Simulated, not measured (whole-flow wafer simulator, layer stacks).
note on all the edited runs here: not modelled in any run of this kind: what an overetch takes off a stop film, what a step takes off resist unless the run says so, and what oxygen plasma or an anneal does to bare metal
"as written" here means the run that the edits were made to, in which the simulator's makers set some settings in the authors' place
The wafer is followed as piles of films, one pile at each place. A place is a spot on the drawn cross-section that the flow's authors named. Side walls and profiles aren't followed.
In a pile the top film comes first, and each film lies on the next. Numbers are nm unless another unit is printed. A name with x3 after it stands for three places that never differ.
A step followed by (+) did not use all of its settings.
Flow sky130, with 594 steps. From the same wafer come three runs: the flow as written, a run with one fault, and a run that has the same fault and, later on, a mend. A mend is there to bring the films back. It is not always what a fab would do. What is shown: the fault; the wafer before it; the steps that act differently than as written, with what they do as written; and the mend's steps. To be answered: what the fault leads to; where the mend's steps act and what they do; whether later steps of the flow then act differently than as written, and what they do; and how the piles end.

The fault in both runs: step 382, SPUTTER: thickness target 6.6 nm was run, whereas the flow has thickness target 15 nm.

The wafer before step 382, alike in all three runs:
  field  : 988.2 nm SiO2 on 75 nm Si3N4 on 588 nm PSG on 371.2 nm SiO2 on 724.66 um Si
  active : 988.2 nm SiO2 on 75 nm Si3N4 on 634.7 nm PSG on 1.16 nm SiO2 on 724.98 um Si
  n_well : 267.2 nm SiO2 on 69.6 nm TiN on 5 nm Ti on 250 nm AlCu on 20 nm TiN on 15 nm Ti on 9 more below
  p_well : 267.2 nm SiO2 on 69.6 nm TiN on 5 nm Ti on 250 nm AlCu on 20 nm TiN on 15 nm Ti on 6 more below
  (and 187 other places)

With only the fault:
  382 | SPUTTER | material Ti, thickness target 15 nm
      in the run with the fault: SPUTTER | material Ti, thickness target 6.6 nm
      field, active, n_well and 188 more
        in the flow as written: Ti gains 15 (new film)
        in the run with the fault: Ti gains 6.6 (new film)
  Steps later in the flow that act otherwise than as written (11 other steps are not shown; they differ only slightly, by no more than 2% or 0.5 nm, whichever is larger):
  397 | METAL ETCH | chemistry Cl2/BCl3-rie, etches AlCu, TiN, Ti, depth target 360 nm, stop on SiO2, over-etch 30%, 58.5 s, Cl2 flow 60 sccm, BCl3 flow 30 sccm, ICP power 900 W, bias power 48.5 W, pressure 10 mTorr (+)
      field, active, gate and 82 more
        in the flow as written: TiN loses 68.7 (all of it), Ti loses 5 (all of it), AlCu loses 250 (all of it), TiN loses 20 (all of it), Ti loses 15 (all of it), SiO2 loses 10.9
        in the run with the fault: TiN loses 68.7 (all of it), Ti loses 5 (all of it), AlCu loses 250 (all of it), TiN loses 20 (all of it), Ti loses 6.6 (all of it), SiO2 loses 11.8
  By the end, the piles at n_well, p_well, gate_hv and 103 more depart from the flow's by more than 2% or 0.5 nm, whichever is larger.
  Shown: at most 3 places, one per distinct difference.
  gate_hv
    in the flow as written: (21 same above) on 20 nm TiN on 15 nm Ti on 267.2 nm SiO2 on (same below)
    in the run with the fault: (21 same above) on 20 nm TiN on 6.6 nm Ti on 267.2 nm SiO2 on (same below)
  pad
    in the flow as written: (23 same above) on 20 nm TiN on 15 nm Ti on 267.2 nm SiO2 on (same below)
    in the run with the fault: (23 same above) on 20 nm TiN on 6.6 nm Ti on 267.2 nm SiO2 on (same below)
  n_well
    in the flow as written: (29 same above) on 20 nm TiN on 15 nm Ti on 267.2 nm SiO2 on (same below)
    in the run with the fault: (29 same above) on 20 nm TiN on 6.6 nm Ti on 267.2 nm SiO2 on (same below)

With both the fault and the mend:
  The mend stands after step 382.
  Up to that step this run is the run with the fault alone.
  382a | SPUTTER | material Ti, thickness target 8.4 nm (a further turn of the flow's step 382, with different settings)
      field, active, n_well and 188 more
        Ti gains 8.4
  Later steps of the flow that are run all act as written at every place that is followed.
  At every place that both follow, the piles at the end match the flow's.
